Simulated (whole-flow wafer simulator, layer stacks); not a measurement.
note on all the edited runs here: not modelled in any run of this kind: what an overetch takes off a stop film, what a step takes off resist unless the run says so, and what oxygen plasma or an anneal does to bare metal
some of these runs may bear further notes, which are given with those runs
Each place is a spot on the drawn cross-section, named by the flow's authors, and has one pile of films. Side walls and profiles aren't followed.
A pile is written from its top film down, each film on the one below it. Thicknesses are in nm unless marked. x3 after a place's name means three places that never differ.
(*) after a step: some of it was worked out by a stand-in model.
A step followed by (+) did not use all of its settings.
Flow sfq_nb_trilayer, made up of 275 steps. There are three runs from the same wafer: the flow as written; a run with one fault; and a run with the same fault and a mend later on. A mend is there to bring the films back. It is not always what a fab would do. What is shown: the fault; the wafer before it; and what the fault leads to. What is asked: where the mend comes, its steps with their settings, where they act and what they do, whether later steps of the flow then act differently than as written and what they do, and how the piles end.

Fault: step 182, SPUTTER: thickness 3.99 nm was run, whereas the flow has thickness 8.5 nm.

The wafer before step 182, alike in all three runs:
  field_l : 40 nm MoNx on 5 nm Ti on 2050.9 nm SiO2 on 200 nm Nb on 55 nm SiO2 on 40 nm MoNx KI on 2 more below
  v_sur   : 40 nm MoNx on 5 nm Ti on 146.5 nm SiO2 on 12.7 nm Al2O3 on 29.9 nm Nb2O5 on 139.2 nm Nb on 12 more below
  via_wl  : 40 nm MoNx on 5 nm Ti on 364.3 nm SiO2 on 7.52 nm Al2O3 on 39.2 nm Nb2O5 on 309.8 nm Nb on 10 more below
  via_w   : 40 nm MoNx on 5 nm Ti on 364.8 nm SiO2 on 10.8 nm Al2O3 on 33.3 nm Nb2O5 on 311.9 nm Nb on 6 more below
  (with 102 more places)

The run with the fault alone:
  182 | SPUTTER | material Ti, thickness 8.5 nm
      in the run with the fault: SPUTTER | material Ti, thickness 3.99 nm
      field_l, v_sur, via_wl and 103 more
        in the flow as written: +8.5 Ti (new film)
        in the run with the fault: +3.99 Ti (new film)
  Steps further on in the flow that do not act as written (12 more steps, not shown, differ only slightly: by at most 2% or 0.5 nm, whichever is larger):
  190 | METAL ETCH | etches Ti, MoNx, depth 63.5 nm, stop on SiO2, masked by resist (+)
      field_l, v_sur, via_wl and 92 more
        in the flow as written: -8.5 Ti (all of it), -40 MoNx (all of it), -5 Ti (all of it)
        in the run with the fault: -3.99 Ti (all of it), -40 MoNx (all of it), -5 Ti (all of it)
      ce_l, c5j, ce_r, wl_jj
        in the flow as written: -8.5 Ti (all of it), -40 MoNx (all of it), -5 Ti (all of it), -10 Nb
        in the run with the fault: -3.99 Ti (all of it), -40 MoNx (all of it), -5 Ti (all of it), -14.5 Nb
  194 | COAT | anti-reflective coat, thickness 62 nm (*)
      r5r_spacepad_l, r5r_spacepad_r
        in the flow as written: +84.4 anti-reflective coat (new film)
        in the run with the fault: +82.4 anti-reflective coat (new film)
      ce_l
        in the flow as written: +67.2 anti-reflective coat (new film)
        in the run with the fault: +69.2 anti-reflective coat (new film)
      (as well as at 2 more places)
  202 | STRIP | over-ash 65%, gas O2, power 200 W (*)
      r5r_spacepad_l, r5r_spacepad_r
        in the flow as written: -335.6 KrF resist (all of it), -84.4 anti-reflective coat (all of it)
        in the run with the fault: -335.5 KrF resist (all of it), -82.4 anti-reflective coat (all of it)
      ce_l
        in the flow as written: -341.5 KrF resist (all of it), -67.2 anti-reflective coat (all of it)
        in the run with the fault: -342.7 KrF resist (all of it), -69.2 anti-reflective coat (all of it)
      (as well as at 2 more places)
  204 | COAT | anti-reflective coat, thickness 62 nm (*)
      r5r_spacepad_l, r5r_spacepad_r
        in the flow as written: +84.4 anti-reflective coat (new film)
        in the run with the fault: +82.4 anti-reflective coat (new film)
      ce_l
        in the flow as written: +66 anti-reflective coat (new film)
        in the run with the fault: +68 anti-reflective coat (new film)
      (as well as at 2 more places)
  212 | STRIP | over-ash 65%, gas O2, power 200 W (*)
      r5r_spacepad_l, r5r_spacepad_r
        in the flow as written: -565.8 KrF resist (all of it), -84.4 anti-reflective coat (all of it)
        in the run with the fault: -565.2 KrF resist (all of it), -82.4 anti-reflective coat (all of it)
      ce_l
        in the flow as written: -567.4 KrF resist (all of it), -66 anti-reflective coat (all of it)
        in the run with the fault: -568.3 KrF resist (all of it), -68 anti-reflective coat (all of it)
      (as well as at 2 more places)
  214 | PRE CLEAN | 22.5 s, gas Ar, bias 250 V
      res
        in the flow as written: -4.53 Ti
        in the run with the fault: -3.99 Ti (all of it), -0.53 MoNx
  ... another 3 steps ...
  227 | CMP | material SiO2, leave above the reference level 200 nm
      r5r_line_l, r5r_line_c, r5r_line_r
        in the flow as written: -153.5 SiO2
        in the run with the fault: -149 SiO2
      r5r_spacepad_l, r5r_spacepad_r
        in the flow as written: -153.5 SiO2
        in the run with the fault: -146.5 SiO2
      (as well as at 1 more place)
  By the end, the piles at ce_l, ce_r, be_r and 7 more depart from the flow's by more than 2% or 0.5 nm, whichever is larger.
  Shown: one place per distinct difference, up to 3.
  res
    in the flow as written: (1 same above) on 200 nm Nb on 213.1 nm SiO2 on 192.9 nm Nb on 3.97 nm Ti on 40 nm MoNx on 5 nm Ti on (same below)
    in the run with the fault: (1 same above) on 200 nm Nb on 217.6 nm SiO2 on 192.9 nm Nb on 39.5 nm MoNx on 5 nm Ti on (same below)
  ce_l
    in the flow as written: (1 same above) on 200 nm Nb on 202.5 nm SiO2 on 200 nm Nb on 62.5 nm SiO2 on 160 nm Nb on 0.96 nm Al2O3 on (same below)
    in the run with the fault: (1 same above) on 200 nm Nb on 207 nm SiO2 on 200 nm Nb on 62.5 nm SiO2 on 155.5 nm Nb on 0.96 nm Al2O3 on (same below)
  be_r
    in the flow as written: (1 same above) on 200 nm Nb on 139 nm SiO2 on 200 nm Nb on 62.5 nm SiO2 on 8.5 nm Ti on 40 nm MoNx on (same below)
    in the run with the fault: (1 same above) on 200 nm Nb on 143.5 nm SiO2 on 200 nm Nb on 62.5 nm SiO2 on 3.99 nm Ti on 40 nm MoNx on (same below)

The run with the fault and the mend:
  After step 188 comes the mend.
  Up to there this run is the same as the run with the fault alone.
  188a | STRIP | over-ash 65%, gas O2, power 200 W (*)
      field_l, v_sur, via_wl and 96 more
        -62 anti-reflective coat (all of it)
      be_r, r_sur, res, r_end, r5r_line_l, r5r_line_c, r5r_line_r
        -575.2 KrF resist (all of it), -62 anti-reflective coat (all of it)
  188b | SPUTTER | material Ti, thickness 4.51 nm (a further turn of the flow's step 182, with different settings)
      field_l, v_sur, via_wl and 103 more
        +4.51 Ti
  188c | COAT | anti-reflective coat, thickness 62 nm (a further turn of the flow's step 183)
      field_l, v_sur, via_wl and 103 more
        +62 anti-reflective coat (new film)
  188d | COAT | KrF resist, thickness 600 nm (a further turn of the flow's step 184)
      field_l, v_sur, via_wl and 103 more
        +600 KrF resist (new film)
  188e | SOFTBAKE | KrF resist (a further turn of the flow's step 185)
      does not change any film at any place that is followed
  188f | EXPOSE | photomask R5, dose 12.12 mJ/cm2, NA 0.6, wavelength 248 nm (*) (a further turn of the flow's step 186)
      does not change any film at any place that is followed
  188g | PEB | KrF resist, 90 s (a further turn of the flow's step 187)
      field_l, v_sur, via_wl and 103 more
        -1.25 KrF resist
  188h | DEVELOP | KrF resist, thickness 600 nm, 60 s (a further turn of the flow's step 188)
      field_l, v_sur, via_wl and 96 more
        -598.7 KrF resist (all of it)
      be_r, r_sur, res, r_end, r5r_line_l, r5r_line_c, r5r_line_r
        -23.5 KrF resist
  Later steps of the flow that are run all act as written at every place that is followed.
  By the end, the piles equal the flow's at every place that both follow.
